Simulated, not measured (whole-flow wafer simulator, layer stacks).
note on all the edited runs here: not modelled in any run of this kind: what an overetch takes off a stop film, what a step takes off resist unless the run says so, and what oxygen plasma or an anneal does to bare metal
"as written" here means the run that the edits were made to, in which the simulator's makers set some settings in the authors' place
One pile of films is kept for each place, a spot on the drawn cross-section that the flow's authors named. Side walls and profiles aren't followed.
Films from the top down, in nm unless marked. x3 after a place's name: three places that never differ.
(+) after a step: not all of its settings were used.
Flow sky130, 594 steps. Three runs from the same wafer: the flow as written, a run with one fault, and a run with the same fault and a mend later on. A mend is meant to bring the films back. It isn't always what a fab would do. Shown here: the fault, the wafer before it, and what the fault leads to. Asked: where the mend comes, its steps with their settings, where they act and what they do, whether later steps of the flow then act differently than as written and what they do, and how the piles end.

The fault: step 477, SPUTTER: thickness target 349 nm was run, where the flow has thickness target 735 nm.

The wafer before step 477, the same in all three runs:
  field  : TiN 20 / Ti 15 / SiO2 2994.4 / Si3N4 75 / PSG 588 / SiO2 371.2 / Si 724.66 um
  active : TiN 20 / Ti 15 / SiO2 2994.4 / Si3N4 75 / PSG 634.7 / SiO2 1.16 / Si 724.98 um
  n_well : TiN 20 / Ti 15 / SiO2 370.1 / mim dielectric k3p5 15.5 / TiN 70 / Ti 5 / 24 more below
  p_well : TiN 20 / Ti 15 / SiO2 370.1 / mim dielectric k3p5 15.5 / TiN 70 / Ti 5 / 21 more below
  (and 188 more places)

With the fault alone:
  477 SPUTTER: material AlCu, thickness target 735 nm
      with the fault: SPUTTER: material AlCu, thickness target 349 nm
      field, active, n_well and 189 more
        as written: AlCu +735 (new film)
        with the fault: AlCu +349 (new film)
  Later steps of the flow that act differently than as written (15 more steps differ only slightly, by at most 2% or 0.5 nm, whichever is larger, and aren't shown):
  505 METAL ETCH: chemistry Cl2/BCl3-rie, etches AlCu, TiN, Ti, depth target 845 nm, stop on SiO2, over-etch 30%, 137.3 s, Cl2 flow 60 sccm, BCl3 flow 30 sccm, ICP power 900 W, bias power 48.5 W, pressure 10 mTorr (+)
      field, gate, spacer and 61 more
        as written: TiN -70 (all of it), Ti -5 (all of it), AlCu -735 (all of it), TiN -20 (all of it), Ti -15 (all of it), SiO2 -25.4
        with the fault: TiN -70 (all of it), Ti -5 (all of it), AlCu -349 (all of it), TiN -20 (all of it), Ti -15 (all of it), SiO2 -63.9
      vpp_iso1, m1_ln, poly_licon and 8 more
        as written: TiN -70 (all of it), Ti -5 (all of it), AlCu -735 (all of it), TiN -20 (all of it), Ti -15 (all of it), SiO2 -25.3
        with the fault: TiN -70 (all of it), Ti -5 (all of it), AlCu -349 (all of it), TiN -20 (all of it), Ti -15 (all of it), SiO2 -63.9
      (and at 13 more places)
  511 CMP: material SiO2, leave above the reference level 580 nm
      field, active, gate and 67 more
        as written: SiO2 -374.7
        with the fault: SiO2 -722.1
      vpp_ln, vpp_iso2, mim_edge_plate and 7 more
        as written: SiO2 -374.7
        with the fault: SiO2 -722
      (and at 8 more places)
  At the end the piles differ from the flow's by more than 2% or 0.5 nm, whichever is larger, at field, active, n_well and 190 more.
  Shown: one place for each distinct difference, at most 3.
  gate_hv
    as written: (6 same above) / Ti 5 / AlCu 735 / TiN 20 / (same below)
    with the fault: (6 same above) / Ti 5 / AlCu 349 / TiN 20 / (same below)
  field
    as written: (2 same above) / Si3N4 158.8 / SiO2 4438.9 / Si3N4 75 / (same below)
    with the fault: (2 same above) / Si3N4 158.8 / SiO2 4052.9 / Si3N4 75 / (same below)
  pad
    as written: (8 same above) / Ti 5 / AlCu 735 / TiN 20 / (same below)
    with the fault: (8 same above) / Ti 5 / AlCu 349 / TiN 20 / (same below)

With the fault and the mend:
  The mend comes after step 477.
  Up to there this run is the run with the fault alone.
  477a SPUTTER: material AlCu, thickness target 386 nm (the flow's step 477 once more, with other settings)
      field, active, n_well and 189 more
        AlCu +386
  No later step of the flow acts differently than as written at any place that is followed.
  At the end the piles are the same as the flow's at every place that both follow.
